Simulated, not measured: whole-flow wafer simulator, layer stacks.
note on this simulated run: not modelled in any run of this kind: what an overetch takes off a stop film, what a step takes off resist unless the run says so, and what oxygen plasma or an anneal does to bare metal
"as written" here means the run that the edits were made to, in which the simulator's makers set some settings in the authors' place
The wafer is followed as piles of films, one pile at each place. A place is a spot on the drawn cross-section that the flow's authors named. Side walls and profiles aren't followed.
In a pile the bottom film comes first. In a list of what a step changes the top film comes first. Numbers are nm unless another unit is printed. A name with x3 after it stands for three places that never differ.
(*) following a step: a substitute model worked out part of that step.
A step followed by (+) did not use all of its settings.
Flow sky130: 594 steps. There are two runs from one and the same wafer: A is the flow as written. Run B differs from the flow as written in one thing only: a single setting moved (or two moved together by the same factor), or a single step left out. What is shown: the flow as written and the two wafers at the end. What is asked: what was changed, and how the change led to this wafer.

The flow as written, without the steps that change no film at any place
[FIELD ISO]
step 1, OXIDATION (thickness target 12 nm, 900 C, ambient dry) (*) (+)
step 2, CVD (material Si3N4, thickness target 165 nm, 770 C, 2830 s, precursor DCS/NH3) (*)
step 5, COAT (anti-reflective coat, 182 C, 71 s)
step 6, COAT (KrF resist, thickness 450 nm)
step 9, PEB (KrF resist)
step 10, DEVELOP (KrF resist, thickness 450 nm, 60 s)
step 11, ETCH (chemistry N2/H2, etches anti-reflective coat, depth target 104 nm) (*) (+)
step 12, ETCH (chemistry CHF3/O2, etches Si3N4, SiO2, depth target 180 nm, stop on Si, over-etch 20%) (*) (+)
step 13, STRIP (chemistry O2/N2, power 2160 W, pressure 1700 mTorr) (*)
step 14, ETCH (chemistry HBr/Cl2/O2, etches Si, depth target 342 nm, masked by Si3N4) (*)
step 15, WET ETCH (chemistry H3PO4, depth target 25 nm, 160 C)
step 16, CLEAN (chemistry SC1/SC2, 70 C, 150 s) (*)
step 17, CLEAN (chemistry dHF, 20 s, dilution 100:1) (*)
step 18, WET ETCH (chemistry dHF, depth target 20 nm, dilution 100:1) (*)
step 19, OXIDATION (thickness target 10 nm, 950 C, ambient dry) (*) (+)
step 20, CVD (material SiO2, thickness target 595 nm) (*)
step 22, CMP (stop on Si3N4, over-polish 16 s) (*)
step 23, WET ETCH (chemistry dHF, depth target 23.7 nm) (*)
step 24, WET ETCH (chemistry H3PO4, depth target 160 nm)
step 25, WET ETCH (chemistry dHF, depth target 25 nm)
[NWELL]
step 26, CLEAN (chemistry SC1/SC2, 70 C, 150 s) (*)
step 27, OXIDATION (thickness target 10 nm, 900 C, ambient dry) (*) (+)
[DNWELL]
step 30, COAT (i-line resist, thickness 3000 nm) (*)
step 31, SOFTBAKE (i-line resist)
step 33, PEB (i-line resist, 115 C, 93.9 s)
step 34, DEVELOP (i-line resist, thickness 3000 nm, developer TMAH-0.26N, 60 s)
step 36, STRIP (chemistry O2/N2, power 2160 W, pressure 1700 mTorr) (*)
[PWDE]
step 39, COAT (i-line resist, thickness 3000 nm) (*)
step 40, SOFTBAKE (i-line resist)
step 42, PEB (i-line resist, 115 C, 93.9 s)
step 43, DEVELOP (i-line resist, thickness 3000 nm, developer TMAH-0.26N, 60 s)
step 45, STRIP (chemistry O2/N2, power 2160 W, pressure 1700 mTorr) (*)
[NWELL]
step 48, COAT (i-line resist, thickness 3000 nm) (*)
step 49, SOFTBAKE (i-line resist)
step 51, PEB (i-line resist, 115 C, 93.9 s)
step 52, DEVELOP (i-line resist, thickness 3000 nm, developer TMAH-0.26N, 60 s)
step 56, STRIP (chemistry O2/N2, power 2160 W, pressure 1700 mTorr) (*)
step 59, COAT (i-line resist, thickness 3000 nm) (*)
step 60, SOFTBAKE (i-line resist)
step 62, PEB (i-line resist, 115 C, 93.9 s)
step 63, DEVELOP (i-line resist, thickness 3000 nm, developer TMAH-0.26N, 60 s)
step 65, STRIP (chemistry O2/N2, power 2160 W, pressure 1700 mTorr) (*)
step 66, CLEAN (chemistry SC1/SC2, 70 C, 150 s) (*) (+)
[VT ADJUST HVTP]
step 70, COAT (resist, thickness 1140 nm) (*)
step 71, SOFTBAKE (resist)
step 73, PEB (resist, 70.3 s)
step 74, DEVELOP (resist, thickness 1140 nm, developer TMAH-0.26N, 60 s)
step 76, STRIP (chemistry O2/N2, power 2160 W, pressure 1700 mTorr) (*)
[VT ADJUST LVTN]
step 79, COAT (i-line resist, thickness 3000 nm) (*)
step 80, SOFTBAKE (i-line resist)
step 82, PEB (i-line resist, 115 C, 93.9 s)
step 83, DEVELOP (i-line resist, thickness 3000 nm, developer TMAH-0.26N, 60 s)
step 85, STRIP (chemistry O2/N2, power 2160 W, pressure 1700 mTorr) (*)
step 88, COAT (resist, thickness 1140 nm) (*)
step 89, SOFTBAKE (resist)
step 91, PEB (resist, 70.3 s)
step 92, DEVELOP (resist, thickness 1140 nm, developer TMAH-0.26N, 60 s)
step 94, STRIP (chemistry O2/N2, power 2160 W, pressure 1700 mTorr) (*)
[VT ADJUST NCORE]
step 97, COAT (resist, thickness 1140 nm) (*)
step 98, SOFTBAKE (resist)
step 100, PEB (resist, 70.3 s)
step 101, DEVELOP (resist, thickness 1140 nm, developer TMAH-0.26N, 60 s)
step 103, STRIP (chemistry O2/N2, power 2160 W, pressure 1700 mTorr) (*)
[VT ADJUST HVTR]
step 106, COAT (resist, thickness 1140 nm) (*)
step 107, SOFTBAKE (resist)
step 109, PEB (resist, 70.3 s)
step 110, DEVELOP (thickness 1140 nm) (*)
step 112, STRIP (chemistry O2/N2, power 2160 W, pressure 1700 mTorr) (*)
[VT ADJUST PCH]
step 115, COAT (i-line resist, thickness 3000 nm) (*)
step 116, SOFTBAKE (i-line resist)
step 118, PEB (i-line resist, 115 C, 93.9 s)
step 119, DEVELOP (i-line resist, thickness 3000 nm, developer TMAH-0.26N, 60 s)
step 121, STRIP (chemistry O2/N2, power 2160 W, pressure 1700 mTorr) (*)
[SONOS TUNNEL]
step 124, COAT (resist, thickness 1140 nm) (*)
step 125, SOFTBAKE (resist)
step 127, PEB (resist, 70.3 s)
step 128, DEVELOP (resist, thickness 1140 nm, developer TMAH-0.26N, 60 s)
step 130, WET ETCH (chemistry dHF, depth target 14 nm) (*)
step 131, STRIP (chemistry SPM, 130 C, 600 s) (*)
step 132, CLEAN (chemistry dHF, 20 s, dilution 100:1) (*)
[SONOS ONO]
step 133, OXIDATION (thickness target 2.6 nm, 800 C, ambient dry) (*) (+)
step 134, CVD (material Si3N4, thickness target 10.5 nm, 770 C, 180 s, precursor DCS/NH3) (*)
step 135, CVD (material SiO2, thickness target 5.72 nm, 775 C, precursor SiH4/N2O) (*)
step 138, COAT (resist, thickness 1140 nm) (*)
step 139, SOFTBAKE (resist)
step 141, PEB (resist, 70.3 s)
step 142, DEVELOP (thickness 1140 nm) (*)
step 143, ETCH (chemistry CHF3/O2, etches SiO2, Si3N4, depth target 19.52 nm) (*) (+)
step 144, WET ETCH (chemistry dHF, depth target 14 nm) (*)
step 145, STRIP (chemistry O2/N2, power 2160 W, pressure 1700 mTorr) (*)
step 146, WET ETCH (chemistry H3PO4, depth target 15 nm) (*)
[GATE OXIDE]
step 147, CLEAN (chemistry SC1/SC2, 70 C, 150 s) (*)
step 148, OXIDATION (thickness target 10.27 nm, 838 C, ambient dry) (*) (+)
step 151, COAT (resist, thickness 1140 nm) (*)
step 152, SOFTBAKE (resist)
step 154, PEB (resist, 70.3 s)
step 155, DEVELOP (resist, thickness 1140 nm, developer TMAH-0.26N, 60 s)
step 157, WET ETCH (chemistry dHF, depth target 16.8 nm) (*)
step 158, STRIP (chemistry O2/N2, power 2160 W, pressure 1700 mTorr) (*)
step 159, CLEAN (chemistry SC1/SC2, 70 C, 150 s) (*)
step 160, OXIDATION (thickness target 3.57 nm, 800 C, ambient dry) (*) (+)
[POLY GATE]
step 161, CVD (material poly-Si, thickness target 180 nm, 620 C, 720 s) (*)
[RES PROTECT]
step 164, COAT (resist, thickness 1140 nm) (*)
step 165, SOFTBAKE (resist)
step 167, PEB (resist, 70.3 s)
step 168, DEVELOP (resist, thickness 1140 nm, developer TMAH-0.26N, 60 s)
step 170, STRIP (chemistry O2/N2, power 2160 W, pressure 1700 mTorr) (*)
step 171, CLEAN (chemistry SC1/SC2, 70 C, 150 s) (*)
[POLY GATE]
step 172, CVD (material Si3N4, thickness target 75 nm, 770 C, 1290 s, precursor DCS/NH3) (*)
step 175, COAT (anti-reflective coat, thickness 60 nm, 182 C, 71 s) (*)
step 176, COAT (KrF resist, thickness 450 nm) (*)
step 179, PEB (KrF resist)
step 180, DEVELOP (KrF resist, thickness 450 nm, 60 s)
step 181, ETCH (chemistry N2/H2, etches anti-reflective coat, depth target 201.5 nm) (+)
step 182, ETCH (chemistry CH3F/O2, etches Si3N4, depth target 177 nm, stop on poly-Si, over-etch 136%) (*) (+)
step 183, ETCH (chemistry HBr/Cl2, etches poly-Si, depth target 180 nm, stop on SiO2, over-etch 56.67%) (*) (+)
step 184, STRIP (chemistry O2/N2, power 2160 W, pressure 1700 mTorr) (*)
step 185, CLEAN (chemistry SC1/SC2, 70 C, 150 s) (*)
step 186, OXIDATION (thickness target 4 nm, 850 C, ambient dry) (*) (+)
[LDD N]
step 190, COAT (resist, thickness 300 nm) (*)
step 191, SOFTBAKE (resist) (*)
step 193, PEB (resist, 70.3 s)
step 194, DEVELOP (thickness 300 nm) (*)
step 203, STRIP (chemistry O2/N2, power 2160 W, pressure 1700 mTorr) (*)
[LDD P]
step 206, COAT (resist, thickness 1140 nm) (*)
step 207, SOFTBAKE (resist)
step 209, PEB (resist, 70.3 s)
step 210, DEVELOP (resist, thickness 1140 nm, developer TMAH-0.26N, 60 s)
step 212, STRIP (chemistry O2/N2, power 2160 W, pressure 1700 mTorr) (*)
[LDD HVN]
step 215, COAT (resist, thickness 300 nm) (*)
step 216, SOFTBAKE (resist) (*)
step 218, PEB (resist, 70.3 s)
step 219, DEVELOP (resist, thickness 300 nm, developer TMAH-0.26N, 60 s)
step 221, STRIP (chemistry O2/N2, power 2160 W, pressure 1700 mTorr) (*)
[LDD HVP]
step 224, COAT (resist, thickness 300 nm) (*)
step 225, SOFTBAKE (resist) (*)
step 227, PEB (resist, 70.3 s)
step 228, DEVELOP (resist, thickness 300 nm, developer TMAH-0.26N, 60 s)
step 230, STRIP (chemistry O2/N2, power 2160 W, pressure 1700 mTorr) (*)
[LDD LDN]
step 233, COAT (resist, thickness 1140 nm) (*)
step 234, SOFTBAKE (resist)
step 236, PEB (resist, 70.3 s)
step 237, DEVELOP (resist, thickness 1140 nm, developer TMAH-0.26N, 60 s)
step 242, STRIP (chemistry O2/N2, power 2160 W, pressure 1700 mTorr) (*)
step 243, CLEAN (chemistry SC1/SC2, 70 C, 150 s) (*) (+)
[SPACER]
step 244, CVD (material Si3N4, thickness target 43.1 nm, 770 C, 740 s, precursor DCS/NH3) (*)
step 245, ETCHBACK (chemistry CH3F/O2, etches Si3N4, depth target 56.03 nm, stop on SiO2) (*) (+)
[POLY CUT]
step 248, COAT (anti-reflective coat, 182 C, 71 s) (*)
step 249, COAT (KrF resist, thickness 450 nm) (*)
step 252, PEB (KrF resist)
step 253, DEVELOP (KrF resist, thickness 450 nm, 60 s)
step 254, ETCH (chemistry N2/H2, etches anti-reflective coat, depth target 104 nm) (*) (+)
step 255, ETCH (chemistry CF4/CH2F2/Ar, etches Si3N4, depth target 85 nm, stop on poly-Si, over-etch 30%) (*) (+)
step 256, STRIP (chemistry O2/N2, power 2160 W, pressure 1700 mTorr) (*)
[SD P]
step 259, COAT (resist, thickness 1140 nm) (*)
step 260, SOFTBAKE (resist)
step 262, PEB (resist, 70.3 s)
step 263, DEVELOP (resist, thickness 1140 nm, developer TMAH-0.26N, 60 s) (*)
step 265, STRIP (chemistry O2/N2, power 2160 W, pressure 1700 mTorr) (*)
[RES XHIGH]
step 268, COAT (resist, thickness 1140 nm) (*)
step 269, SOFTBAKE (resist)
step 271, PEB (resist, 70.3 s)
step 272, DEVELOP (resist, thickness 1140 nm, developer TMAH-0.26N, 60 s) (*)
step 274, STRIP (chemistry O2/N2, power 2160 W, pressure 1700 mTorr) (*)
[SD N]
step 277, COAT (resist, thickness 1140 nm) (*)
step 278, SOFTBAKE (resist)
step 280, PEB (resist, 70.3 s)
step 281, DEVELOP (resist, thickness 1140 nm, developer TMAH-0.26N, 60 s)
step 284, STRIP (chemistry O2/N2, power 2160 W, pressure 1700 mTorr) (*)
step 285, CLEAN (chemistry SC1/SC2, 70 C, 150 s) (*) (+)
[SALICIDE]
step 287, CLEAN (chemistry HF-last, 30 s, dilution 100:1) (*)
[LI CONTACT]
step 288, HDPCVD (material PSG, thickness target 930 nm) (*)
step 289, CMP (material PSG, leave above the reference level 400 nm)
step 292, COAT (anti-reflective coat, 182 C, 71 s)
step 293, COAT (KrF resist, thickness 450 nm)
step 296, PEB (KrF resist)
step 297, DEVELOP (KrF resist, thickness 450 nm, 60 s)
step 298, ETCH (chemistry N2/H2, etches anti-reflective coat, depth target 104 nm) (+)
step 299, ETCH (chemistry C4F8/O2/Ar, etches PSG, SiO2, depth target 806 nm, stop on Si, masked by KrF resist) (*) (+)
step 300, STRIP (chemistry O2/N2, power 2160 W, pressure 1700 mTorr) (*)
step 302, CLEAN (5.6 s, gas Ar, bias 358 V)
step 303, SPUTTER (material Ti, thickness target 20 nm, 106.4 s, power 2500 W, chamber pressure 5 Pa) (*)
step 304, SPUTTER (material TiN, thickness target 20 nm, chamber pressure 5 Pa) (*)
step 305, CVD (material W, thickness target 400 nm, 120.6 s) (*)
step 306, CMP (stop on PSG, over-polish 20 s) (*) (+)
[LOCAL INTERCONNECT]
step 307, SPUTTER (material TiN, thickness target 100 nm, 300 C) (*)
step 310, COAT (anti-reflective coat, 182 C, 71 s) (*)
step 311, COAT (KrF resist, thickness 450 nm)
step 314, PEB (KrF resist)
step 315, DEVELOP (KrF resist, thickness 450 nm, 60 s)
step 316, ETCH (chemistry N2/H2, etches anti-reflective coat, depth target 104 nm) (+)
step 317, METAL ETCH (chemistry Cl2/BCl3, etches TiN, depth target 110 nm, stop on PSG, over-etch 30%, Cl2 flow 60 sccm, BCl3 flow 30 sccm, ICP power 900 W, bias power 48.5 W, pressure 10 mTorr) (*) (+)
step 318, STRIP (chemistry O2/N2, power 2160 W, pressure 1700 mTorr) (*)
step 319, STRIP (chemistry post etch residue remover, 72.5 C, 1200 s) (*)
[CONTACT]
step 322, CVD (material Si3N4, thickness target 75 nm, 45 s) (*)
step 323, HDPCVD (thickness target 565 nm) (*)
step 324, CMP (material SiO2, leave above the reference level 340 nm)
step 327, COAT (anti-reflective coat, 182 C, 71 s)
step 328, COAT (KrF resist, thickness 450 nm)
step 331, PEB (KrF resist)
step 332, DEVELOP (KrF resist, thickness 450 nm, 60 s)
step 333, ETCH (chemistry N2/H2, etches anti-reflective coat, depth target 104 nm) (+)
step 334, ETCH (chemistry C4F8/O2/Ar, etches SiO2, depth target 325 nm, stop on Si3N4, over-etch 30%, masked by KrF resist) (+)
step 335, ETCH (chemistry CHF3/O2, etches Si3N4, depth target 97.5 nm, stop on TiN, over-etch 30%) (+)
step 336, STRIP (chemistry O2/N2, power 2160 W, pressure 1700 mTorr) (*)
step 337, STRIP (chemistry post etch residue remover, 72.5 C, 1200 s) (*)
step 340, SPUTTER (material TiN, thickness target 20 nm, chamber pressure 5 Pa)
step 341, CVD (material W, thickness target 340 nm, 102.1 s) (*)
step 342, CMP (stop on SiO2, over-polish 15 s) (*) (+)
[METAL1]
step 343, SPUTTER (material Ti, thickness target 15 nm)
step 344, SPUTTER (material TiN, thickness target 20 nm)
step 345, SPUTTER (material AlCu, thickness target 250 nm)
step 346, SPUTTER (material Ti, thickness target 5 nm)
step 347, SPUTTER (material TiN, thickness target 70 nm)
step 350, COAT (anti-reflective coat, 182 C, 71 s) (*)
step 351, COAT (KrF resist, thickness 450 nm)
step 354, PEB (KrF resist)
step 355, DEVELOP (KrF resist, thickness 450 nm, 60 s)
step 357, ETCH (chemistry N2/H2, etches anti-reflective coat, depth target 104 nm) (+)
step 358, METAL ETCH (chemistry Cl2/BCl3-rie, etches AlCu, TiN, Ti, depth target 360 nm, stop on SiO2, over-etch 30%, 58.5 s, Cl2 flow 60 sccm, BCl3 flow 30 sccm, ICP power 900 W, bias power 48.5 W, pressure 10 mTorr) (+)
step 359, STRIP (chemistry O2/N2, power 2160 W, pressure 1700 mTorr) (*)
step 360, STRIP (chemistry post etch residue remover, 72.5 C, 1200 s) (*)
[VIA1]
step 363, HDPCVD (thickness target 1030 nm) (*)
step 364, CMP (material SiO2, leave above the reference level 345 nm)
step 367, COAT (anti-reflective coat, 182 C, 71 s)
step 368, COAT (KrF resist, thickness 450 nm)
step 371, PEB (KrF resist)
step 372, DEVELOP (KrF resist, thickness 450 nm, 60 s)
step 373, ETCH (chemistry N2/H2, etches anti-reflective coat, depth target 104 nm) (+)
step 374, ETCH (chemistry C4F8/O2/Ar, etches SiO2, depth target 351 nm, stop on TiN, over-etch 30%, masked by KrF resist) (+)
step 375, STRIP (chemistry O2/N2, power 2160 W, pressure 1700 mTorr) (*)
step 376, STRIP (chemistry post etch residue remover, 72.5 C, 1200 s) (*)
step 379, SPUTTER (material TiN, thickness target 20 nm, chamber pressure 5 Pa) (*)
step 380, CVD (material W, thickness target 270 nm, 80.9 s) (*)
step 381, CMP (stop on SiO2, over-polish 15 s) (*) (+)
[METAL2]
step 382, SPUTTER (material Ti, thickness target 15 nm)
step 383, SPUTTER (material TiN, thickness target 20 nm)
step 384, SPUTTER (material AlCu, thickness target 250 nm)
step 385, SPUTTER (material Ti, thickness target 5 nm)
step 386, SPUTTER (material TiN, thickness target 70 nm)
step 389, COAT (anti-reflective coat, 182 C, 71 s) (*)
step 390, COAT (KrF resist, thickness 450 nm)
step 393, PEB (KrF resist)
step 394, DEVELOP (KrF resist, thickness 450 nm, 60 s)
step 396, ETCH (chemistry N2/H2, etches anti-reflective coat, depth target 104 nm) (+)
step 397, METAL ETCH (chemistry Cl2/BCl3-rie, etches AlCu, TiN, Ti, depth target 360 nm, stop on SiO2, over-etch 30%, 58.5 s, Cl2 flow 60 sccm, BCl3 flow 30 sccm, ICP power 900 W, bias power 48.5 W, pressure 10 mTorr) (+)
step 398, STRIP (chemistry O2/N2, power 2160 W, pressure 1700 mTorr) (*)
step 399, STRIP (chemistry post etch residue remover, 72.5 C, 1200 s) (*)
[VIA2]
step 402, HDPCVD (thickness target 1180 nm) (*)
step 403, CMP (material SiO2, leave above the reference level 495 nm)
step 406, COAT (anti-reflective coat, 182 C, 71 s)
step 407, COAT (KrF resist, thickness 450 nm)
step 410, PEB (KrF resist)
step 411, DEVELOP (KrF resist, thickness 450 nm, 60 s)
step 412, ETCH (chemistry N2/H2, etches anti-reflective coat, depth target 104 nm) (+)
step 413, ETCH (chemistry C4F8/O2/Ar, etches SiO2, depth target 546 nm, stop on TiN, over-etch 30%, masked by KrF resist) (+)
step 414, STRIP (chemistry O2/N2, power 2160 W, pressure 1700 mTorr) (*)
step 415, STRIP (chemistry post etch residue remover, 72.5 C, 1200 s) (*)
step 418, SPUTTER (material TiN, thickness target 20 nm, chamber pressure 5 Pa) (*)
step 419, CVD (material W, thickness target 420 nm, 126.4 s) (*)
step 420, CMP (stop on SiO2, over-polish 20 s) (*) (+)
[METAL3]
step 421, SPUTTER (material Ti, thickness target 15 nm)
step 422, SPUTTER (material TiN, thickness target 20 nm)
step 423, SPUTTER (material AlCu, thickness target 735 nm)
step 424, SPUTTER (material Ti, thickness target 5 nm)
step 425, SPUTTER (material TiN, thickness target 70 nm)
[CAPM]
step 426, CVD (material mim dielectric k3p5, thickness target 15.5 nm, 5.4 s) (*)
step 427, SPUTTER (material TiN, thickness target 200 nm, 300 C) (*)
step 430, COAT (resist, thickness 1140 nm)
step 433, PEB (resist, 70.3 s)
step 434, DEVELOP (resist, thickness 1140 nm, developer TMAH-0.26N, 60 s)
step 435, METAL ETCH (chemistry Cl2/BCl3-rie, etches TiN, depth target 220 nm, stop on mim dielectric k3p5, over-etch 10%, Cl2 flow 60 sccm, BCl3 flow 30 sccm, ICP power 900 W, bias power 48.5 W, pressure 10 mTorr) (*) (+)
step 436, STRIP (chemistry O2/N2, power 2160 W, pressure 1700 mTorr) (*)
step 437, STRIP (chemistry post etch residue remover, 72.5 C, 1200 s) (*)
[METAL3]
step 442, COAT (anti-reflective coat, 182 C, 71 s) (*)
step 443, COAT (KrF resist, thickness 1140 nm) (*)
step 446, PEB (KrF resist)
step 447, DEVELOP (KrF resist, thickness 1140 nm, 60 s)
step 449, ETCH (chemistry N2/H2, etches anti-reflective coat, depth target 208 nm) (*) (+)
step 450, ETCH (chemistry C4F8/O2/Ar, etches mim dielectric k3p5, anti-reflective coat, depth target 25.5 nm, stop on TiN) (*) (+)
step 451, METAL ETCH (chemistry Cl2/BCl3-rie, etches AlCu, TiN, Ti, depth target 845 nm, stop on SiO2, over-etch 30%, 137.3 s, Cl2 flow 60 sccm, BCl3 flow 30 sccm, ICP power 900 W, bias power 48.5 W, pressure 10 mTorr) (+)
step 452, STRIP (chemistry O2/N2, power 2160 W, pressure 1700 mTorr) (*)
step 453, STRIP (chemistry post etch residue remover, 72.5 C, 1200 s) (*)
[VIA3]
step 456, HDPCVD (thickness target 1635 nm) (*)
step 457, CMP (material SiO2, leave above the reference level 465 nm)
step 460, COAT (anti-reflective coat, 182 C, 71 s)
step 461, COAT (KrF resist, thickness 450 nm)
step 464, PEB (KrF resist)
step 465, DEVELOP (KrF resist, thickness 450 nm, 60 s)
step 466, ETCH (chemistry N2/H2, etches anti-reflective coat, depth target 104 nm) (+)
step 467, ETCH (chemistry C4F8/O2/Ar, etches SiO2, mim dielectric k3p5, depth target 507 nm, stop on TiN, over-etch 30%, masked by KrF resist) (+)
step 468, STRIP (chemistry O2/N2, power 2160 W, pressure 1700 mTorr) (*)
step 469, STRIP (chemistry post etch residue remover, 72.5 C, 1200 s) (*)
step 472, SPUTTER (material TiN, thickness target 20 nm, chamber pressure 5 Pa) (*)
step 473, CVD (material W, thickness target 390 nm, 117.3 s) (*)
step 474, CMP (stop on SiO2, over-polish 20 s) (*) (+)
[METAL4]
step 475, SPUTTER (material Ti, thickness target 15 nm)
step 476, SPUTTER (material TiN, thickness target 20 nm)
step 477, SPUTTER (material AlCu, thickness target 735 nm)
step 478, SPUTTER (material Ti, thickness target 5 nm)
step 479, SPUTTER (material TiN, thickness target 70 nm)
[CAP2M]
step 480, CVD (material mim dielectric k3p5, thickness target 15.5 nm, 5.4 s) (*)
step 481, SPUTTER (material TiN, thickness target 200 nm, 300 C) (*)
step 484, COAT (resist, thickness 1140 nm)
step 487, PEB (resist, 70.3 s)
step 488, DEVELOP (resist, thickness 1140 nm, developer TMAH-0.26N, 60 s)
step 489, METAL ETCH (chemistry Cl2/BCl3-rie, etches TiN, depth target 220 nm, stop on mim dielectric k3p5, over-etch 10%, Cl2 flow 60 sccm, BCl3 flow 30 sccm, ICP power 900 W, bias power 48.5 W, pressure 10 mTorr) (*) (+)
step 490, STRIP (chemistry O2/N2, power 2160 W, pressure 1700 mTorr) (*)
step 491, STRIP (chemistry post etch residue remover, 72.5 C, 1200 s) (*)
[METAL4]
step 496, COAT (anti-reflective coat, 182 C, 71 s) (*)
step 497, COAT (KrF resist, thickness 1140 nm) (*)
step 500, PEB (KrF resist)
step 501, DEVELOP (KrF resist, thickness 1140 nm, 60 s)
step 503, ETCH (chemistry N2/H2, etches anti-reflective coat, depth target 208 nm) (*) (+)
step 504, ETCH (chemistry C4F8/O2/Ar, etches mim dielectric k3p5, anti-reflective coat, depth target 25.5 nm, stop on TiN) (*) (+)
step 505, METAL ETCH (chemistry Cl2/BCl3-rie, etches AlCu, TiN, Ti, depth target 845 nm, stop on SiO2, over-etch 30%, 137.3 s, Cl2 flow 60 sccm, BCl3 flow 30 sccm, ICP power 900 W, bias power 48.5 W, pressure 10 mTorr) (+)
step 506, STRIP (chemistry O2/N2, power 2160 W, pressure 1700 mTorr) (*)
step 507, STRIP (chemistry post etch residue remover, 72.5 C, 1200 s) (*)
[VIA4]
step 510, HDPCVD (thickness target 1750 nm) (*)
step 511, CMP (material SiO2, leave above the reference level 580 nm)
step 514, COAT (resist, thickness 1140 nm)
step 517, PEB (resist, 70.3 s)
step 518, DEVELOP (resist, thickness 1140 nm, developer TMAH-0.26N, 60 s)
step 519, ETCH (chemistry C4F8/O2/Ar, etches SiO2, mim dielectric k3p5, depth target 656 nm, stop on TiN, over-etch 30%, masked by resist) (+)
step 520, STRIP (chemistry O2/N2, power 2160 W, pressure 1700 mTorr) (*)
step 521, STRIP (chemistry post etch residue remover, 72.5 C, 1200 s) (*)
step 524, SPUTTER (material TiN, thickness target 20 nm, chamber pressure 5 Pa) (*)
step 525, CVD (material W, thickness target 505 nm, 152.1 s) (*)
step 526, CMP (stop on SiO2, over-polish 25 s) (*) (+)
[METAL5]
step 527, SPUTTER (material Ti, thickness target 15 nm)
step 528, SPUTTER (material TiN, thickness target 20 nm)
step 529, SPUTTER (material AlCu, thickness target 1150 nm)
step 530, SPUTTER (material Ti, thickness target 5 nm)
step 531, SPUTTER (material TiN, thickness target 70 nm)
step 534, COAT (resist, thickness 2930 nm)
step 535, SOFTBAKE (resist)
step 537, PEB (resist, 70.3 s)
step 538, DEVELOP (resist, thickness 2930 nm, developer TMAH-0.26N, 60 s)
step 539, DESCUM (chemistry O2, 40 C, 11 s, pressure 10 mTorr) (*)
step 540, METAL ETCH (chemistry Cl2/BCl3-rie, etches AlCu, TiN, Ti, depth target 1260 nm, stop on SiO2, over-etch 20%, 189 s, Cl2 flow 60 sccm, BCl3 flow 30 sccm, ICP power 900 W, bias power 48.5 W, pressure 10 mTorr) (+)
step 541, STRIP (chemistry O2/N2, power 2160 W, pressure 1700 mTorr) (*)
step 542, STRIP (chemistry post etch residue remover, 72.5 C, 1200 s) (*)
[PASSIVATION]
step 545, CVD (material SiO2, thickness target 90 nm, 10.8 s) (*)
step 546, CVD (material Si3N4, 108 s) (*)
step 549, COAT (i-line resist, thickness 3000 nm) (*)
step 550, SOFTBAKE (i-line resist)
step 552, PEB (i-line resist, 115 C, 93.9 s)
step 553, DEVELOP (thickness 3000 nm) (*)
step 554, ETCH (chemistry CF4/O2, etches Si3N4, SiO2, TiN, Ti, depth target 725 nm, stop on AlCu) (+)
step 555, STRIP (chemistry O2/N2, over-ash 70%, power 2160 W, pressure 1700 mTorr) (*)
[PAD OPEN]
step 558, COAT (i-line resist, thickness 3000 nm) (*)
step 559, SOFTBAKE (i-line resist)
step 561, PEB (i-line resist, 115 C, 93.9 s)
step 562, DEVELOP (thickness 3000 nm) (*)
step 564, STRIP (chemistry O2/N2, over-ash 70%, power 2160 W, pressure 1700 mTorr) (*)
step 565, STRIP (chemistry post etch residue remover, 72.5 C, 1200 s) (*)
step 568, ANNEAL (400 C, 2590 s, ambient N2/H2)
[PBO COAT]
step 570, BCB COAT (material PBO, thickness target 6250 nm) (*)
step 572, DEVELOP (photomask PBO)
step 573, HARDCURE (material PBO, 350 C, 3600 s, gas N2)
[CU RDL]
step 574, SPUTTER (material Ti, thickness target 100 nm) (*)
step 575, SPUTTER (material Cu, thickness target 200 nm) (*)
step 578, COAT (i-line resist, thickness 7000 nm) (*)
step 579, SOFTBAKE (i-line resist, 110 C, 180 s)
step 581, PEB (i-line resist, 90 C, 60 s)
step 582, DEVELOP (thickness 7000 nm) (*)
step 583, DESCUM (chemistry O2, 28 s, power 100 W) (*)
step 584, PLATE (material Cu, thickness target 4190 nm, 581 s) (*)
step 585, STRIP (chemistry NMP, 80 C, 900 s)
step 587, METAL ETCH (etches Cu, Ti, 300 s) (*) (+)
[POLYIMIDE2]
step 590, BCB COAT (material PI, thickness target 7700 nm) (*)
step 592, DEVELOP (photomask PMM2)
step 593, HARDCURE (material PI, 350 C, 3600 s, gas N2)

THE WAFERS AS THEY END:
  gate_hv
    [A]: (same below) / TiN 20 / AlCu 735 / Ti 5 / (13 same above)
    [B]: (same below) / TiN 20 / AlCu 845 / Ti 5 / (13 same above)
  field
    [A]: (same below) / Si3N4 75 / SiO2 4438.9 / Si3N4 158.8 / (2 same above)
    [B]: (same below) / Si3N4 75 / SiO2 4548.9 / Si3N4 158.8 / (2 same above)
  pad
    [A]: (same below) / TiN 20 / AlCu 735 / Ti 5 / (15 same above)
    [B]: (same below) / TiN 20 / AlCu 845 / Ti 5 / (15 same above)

Cause: step 423, SPUTTER: thickness target 845 nm was run, though the flow has thickness target 735 nm.
The wafer lets one read it off: gate_hv has AlCu 845, and step 423 as written asks for 735 nm.

How this came from the change, step by step:
  step 423, SPUTTER (material AlCu, thickness target 735 nm)
      field, active, n_well and 188 more: A +735 AlCu (new film) | B +845 AlCu (new film)
  step 451, METAL ETCH (chemistry Cl2/BCl3-rie, etches AlCu, TiN, Ti, depth target 845 nm, stop on SiO2, over-etch 30%, 137.3 s, Cl2 flow 60 sccm, BCl3 flow 30 sccm, ICP power 900 W, bias power 48.5 W, pressure 10 mTorr) (+)
      field, gate, spacer and 68 more: A -70 TiN (all of it), -5 Ti (all of it), -735 AlCu (all of it), -20 TiN (all of it), -15 Ti (all of it), -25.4 SiO2 | B -70 TiN (all of it), -5 Ti (all of it), -845 AlCu (all of it), -20 TiN (all of it), -15 Ti (all of it), -14.4 SiO2
      active, vpp_ln, vpp_iso2 and 11 more: A -70 TiN (all of it), -5 Ti (all of it), -735 AlCu (all of it), -20 TiN (all of it), -15 Ti (all of it), -25.3 SiO2 | B -70 TiN (all of it), -5 Ti (all of it), -845 AlCu (all of it), -20 TiN (all of it), -15 Ti (all of it), -14.3 SiO2
  step 457, CMP (material SiO2, leave above the reference level 465 nm)
      field, active, gate and 82 more: A -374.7 SiO2 | B -275.7 SiO2
